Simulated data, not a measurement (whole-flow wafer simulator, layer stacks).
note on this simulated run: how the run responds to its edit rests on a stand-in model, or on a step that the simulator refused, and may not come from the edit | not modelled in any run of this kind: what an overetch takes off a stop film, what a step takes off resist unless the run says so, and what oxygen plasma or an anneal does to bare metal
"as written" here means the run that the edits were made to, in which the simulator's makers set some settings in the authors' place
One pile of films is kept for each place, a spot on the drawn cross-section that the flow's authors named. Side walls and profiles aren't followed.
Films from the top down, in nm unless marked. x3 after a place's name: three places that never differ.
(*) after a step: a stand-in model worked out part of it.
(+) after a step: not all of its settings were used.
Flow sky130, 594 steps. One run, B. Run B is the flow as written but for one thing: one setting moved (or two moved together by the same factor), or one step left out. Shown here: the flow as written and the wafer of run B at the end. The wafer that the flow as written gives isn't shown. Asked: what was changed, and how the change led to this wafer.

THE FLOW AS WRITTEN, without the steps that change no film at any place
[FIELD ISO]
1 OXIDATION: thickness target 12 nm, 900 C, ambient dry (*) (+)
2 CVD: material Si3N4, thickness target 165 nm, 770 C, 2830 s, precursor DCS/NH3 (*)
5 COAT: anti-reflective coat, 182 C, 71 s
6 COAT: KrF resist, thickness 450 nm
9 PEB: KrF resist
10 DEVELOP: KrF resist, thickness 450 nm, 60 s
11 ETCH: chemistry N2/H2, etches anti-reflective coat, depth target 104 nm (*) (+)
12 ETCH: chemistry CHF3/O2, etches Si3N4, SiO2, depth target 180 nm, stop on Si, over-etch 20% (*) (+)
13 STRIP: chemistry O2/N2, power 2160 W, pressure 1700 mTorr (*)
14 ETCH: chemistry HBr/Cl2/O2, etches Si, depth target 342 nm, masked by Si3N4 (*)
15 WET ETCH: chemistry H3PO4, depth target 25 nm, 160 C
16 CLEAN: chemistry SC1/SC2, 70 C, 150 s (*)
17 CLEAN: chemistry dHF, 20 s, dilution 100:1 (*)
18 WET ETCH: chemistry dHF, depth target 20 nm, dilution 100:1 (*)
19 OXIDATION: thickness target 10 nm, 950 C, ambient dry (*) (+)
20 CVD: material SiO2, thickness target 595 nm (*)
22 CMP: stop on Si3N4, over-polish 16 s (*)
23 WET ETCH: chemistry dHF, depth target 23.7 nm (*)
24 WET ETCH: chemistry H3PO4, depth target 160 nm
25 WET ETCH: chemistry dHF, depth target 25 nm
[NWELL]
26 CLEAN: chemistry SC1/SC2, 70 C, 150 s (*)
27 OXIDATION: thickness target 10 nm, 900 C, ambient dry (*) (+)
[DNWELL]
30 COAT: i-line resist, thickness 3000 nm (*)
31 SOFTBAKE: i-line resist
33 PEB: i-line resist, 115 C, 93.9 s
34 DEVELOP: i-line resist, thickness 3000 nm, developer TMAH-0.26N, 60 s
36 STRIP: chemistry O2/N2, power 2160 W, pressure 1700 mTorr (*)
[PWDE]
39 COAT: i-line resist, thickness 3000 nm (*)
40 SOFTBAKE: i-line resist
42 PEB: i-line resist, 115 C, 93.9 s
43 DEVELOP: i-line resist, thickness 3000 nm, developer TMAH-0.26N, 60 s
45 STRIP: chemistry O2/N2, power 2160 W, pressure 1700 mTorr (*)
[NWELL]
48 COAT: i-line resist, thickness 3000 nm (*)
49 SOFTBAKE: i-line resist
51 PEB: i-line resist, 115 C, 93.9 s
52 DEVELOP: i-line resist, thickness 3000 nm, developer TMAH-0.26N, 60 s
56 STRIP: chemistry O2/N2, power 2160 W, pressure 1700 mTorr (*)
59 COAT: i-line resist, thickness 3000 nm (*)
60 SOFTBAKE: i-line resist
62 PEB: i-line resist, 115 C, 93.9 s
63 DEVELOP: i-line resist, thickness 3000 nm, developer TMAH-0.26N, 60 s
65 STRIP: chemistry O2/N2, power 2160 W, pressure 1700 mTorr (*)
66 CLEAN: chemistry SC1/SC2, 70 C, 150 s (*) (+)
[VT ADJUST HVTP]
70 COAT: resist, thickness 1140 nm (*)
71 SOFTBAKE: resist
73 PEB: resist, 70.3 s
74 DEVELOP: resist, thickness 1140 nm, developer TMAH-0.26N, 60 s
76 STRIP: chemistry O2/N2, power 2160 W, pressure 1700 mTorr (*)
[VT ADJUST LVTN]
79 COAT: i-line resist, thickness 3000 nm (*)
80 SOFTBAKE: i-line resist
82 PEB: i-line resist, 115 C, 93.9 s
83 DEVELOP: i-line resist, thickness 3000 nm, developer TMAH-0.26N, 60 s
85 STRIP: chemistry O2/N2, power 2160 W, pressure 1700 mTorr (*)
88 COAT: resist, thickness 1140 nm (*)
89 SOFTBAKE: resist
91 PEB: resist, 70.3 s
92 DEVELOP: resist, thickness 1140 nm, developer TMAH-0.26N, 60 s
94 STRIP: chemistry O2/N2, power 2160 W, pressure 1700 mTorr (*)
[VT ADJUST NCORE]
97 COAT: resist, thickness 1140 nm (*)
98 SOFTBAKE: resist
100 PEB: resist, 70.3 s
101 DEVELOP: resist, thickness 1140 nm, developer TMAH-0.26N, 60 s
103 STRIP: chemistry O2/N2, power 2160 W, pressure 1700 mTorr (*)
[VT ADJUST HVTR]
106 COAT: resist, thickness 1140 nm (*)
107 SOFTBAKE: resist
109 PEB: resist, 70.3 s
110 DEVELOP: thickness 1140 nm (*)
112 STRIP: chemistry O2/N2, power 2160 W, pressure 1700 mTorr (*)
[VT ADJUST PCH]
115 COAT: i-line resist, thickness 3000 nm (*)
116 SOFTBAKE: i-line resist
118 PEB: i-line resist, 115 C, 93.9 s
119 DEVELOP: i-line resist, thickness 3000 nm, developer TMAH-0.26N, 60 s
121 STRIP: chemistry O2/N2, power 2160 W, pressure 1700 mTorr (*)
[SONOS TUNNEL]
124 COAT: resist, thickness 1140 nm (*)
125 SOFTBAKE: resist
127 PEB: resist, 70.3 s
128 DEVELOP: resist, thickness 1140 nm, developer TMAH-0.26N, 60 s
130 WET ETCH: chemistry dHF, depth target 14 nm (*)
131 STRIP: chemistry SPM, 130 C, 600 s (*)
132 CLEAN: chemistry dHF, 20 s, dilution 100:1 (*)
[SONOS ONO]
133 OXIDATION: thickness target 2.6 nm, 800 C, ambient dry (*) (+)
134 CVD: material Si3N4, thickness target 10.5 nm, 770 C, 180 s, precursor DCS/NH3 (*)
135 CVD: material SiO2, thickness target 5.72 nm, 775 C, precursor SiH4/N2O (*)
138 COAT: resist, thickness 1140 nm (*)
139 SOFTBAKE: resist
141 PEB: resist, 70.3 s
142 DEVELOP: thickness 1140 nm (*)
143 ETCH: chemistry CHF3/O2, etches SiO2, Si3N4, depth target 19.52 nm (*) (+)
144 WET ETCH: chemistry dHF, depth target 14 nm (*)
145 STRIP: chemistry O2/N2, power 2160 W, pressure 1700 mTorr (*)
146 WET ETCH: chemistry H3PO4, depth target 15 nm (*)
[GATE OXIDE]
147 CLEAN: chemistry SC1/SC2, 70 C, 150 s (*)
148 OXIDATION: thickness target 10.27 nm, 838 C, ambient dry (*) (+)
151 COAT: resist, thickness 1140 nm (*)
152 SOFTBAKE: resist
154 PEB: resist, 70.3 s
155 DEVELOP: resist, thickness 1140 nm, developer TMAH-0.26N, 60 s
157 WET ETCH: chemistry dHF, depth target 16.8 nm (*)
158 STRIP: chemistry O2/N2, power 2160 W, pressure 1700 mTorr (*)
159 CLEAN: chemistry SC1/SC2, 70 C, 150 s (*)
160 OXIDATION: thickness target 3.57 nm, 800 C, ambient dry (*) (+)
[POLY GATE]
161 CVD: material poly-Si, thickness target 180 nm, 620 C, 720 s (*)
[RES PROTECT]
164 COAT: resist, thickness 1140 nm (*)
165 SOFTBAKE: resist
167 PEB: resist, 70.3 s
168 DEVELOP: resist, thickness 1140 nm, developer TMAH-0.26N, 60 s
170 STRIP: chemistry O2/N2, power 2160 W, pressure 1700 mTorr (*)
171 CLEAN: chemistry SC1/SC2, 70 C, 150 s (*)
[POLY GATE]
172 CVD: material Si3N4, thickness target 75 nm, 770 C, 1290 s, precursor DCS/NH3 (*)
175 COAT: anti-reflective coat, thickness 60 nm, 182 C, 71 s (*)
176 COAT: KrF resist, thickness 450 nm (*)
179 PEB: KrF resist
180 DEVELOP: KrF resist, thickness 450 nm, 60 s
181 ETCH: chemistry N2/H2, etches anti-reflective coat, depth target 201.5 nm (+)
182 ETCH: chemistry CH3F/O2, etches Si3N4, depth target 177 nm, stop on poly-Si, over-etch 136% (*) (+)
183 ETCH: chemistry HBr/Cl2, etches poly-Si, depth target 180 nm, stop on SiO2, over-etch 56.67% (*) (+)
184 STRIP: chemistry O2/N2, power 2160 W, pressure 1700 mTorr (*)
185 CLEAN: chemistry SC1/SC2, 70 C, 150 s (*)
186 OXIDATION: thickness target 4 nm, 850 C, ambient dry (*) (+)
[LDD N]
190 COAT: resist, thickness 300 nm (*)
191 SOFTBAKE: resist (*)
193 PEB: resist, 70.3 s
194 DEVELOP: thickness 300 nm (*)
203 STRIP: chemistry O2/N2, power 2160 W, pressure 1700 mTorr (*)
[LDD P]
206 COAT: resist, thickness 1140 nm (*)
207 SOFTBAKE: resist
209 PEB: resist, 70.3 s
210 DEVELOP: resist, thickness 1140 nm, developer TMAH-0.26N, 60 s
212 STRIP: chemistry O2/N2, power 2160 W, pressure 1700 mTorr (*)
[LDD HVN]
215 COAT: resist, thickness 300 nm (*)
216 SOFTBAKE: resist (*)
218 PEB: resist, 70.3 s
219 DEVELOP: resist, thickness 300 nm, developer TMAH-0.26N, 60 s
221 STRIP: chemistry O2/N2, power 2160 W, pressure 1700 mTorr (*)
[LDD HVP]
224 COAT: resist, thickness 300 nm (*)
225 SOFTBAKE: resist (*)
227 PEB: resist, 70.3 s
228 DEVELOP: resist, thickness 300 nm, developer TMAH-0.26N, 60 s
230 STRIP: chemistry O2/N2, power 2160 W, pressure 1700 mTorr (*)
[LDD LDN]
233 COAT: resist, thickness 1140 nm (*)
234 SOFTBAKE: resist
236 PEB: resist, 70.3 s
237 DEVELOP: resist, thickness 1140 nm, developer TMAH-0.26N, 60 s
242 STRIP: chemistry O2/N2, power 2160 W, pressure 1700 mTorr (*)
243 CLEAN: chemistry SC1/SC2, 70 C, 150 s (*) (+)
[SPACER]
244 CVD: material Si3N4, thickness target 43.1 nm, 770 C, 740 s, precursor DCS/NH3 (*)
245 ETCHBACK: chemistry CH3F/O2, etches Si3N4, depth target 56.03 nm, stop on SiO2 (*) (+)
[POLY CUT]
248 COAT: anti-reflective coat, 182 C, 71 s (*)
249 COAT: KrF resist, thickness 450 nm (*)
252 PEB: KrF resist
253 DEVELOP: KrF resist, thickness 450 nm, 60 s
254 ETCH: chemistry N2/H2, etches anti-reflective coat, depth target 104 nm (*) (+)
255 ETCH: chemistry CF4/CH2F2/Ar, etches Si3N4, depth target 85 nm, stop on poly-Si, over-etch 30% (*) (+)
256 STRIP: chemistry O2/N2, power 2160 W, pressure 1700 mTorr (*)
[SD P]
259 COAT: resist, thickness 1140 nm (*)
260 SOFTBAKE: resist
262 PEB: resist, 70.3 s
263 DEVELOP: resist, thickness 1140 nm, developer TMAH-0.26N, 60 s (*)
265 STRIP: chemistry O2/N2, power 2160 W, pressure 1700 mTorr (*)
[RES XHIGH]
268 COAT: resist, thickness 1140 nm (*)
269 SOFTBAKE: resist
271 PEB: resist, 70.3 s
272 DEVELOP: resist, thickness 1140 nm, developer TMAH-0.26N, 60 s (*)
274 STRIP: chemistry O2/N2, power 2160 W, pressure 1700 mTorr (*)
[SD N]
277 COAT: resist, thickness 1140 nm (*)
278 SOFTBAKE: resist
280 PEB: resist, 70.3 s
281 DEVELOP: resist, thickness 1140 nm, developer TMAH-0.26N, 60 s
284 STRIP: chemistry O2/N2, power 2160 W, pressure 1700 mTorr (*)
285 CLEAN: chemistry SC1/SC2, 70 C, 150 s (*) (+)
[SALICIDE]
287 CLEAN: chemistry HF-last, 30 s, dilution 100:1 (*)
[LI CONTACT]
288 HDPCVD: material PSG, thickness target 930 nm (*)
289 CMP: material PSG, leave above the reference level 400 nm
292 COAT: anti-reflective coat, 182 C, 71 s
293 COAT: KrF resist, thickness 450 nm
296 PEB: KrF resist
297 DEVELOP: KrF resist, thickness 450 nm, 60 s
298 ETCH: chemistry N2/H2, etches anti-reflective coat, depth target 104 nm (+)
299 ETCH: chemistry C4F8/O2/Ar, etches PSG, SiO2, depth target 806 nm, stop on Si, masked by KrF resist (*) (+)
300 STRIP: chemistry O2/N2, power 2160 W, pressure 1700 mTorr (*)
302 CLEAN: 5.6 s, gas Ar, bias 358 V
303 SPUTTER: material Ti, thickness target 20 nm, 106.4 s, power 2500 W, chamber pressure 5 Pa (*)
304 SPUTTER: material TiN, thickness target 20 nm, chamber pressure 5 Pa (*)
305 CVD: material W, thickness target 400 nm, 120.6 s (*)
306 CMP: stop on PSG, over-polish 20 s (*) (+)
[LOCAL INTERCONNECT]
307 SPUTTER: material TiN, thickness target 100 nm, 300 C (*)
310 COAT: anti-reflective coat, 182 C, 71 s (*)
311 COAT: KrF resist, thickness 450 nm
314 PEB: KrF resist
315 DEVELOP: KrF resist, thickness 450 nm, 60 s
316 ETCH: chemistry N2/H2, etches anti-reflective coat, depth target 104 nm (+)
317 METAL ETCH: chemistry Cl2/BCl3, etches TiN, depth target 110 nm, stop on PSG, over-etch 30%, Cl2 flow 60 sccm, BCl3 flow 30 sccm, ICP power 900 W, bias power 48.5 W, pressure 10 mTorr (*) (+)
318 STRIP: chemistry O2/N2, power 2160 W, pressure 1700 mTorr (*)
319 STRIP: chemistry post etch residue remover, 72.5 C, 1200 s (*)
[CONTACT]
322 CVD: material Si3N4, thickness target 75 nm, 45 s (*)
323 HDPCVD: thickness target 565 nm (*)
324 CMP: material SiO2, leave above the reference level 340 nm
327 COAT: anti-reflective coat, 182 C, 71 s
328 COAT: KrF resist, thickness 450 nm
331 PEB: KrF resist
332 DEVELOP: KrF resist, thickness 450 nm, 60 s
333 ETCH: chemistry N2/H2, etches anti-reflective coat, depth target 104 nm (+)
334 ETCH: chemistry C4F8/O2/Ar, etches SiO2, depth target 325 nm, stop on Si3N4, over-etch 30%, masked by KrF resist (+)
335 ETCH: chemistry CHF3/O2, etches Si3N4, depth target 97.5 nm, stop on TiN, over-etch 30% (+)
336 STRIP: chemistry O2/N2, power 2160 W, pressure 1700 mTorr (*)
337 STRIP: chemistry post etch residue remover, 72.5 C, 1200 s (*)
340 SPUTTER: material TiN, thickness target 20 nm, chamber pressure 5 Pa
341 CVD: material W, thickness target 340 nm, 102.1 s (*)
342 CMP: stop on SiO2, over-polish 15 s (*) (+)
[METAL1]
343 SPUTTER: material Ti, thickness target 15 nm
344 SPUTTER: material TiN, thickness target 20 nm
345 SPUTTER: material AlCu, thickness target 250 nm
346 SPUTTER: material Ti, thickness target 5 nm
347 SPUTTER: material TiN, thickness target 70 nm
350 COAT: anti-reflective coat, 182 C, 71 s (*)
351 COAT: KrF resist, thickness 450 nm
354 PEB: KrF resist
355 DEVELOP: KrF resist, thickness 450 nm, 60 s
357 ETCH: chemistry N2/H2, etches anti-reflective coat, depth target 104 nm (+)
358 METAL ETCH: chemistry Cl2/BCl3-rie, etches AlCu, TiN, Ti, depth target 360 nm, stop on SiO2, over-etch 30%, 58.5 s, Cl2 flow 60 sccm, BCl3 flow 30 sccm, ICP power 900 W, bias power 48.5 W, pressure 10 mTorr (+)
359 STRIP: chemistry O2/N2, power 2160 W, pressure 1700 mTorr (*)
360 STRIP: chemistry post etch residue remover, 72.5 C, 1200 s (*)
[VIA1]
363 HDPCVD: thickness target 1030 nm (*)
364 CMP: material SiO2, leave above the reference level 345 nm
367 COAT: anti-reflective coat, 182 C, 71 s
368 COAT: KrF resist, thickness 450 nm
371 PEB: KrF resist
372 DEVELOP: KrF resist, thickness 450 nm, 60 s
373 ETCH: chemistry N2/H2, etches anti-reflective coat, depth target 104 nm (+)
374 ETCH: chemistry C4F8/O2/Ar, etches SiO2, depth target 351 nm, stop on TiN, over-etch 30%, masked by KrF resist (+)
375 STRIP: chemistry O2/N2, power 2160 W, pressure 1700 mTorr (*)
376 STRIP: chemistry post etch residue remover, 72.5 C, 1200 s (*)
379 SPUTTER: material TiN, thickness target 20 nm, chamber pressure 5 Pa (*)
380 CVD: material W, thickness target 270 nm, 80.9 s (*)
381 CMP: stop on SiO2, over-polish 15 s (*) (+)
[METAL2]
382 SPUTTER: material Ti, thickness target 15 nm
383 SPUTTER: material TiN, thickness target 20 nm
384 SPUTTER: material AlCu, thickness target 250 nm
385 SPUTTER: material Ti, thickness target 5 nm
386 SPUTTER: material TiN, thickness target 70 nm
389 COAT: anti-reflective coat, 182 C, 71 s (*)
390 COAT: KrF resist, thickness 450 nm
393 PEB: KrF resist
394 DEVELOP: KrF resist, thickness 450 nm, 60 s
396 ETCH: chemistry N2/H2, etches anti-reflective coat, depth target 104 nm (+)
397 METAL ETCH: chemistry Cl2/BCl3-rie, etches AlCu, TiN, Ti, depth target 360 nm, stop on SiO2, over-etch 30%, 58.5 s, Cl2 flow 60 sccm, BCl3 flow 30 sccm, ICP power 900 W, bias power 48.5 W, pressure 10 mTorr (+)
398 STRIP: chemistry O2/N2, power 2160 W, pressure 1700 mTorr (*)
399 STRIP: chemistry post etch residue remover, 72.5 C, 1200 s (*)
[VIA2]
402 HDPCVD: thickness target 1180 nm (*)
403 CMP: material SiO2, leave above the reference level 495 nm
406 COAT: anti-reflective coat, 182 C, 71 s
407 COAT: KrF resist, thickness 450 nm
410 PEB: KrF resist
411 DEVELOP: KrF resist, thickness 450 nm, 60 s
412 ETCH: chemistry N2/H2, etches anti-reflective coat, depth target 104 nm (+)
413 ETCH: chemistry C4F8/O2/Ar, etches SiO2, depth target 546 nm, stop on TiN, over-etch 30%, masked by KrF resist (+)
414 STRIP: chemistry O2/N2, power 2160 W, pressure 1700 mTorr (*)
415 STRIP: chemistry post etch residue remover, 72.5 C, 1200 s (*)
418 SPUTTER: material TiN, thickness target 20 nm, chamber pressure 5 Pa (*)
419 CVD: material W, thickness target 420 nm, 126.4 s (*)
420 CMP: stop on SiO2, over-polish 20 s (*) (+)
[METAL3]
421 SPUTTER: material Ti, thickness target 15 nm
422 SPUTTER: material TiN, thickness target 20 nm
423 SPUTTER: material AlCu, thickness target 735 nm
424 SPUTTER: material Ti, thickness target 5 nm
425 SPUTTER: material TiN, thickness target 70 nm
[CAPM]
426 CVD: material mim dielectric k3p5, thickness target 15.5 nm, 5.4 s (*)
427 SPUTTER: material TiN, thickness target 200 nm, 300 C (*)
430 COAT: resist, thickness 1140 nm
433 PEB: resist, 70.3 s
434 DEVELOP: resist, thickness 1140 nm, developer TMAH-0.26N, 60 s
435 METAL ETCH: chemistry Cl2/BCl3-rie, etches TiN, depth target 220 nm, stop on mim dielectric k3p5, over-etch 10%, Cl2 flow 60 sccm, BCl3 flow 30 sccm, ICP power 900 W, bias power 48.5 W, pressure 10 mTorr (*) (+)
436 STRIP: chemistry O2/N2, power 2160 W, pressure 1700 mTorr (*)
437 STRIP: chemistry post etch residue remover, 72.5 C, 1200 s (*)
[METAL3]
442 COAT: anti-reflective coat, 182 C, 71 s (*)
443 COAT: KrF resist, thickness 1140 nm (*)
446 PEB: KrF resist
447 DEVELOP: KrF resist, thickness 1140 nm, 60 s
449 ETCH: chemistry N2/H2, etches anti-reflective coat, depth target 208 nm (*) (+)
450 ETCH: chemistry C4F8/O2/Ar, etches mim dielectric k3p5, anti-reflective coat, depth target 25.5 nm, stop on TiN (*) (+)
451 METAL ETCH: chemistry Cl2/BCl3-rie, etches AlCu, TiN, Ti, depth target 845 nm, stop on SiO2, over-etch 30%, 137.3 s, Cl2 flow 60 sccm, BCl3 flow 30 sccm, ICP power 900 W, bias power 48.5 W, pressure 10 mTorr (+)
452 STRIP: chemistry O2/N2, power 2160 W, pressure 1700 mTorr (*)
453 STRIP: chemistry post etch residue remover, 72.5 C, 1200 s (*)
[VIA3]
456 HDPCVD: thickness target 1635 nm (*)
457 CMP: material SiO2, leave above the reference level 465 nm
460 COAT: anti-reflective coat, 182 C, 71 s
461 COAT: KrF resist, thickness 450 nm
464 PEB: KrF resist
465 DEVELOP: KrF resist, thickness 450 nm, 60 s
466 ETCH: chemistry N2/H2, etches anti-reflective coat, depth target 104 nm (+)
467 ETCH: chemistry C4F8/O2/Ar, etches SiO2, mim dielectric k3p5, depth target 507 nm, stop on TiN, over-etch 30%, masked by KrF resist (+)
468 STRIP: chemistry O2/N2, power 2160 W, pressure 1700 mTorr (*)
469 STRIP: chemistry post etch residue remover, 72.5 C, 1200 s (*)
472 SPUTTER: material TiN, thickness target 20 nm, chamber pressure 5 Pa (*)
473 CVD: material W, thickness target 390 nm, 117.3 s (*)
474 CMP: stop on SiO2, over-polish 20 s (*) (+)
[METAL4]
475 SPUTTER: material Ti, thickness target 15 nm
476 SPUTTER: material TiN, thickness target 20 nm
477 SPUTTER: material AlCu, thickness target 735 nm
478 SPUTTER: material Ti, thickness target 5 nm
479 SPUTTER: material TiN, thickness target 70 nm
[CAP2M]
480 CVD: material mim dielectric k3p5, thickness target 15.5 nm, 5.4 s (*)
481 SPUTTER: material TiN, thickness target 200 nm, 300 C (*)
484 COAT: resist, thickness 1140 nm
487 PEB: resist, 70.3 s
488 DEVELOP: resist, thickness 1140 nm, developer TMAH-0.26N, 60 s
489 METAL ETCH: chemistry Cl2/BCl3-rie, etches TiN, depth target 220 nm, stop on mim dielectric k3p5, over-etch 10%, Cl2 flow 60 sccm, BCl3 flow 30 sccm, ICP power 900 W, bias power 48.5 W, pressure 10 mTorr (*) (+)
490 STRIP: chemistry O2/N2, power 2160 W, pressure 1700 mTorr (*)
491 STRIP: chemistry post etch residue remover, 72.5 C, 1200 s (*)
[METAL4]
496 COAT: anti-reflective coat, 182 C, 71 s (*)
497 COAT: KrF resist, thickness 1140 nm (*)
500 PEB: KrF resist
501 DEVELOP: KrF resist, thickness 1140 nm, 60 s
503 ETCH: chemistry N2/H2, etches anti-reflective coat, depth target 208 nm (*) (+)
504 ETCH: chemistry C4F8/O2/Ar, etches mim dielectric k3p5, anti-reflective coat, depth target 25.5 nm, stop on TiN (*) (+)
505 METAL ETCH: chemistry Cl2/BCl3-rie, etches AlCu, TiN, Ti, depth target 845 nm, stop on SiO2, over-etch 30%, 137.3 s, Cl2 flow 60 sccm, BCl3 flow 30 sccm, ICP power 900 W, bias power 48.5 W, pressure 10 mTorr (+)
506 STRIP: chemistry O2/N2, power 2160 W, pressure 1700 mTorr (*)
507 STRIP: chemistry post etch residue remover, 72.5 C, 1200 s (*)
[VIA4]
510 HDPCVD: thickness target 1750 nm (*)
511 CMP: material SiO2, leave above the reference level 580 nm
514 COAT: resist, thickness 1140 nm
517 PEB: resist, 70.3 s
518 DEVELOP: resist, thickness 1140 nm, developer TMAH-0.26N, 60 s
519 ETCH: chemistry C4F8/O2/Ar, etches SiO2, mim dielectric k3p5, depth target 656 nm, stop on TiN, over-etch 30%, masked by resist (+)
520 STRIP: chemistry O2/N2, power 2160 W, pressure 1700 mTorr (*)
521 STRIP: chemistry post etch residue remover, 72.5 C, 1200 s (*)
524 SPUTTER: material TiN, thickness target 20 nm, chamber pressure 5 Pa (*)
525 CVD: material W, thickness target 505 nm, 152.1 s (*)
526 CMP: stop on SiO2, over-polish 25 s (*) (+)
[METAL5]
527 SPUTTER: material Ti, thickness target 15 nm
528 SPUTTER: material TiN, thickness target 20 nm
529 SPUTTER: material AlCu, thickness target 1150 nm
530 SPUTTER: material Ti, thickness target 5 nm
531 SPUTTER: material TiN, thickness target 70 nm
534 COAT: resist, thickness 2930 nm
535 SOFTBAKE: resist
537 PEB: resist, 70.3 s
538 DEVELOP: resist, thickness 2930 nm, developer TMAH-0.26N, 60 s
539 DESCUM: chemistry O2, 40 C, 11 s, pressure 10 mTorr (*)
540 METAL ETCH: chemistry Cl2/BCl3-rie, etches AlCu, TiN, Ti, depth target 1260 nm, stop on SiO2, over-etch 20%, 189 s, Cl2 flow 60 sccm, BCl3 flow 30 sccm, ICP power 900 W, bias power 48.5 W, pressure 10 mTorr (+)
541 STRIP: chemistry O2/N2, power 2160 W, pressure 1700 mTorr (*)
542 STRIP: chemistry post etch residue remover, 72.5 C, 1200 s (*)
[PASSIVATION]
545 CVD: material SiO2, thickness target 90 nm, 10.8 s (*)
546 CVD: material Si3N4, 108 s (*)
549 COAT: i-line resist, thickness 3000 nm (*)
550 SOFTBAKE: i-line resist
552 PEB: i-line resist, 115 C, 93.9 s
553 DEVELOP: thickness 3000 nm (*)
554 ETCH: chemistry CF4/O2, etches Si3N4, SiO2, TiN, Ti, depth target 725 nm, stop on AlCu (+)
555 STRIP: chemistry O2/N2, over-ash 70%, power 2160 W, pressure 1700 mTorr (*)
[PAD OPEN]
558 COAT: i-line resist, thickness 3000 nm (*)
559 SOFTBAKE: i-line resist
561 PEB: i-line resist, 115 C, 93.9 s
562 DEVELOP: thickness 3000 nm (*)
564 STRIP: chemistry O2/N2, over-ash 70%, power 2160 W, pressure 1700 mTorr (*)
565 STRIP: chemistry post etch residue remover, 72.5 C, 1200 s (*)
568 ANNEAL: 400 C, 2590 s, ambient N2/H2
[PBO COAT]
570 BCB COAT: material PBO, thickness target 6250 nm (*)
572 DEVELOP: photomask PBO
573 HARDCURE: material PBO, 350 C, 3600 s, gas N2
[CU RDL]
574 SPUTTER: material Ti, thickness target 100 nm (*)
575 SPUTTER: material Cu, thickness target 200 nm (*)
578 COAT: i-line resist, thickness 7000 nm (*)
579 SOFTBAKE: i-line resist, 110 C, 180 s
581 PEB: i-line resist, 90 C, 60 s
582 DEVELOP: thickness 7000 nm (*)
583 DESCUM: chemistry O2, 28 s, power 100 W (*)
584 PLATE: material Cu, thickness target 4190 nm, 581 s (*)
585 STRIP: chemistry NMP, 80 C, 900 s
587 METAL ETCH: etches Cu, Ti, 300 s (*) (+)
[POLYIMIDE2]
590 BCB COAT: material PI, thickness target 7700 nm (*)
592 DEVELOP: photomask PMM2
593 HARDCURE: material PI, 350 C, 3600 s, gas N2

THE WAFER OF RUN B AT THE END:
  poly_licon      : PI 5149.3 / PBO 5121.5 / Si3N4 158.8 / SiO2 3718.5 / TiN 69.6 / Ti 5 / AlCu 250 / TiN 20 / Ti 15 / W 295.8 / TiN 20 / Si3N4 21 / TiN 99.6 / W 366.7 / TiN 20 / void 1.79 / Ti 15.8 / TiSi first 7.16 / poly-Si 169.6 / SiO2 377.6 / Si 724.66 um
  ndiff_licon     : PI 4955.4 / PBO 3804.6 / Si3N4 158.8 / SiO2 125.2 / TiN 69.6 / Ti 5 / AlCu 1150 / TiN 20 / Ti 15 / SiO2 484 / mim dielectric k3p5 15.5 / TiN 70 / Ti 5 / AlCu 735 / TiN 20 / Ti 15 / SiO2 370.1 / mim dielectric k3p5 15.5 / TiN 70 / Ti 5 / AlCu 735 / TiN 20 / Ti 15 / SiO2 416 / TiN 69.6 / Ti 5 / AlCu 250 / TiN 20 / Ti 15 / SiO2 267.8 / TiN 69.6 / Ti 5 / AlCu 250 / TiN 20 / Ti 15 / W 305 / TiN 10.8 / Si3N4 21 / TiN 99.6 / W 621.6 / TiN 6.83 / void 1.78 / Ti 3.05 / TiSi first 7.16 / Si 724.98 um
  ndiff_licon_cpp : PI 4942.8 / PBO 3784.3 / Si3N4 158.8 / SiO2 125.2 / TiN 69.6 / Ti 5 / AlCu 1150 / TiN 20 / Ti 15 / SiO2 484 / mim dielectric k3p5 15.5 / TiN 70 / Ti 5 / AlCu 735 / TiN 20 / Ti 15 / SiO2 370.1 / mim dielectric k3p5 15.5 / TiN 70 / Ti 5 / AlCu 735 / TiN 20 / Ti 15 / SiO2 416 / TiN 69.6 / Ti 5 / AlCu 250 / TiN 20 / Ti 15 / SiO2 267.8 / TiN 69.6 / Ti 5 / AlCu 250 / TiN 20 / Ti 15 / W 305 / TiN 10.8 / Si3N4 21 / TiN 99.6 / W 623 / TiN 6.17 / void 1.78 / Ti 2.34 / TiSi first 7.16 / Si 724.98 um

The cause: step 335, ETCH: depth target 53.6 nm was run, where the flow has depth target 97.5 nm.

How the change led to this, step by step:
  335 ETCH: chemistry CHF3/O2, etches Si3N4, depth target 97.5 nm, stop on TiN, over-etch 30% (+)
      poly_licon, ndiff_licon, ndiff_licon_cpp, rpo_hd_licon: Si3N4 -53.6 (as written it would be: Si3N4 -75 (all of it))
      field, active, n_well and 184 more: KrF resist -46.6 (as written it would be: KrF resist -84.8)
  336 STRIP: chemistry O2/N2, power 2160 W, pressure 1700 mTorr (*)
      field, active, n_well and 184 more: KrF resist -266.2 (all of it), anti-reflective coat -80 (all of it) (as written it would be: KrF resist -228 (all of it), anti-reflective coat -80 (all of it))
  340 SPUTTER: material TiN, thickness target 20 nm, chamber pressure 5 Pa
      ndiff_licon, ndiff_licon_cpp, rpo_hd_licon: TiN +10.8 (new film) (as written it would be: TiN +10.4)
      poly_licon: TiN +20 (new film) (as written it would be: TiN +20)
  341 CVD: material W, thickness target 340 nm, 102.1 s (*)
      ndiff_licon, ndiff_licon_cpp, rpo_hd_licon: W +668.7 (new film) (as written it would be: W +690.5 (new film))
  342 CMP: stop on SiO2, over-polish 15 s (*) (+)
      poly_licon: W -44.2 (as written it would be: W -22.8)
Counting metal films that touch as one body, poly_licon has 3 bodies (between them, from the top down: Si3N4 21; void 1.79); the flow as written gives 2 bodies (between them, from the top down: void 1.79).
Counting metal films that touch as one body, ndiff_licon has 7 bodies (between them, from the top down: SiO2 484 / mim dielectric k3p5 15.5; SiO2 370.1 / mim dielectric k3p5 15.5; SiO2 416; SiO2 267.8; Si3N4 21; void 1.78); the flow as written gives 6 bodies (between them, from the top down: SiO2 484 / mim dielectric k3p5 15.5; SiO2 370.1 / mim dielectric k3p5 15.5; SiO2 416; SiO2 267.8; void 1.78).
Counting metal films that touch as one body, ndiff_licon_cpp has 7 bodies (between them, from the top down: SiO2 484 / mim dielectric k3p5 15.5; SiO2 370.1 / mim dielectric k3p5 15.5; SiO2 416; SiO2 267.8; Si3N4 21; void 1.78); the flow as written gives 6 bodies (between them, from the top down: SiO2 484 / mim dielectric k3p5 15.5; SiO2 370.1 / mim dielectric k3p5 15.5; SiO2 416; SiO2 267.8; void 1.78).
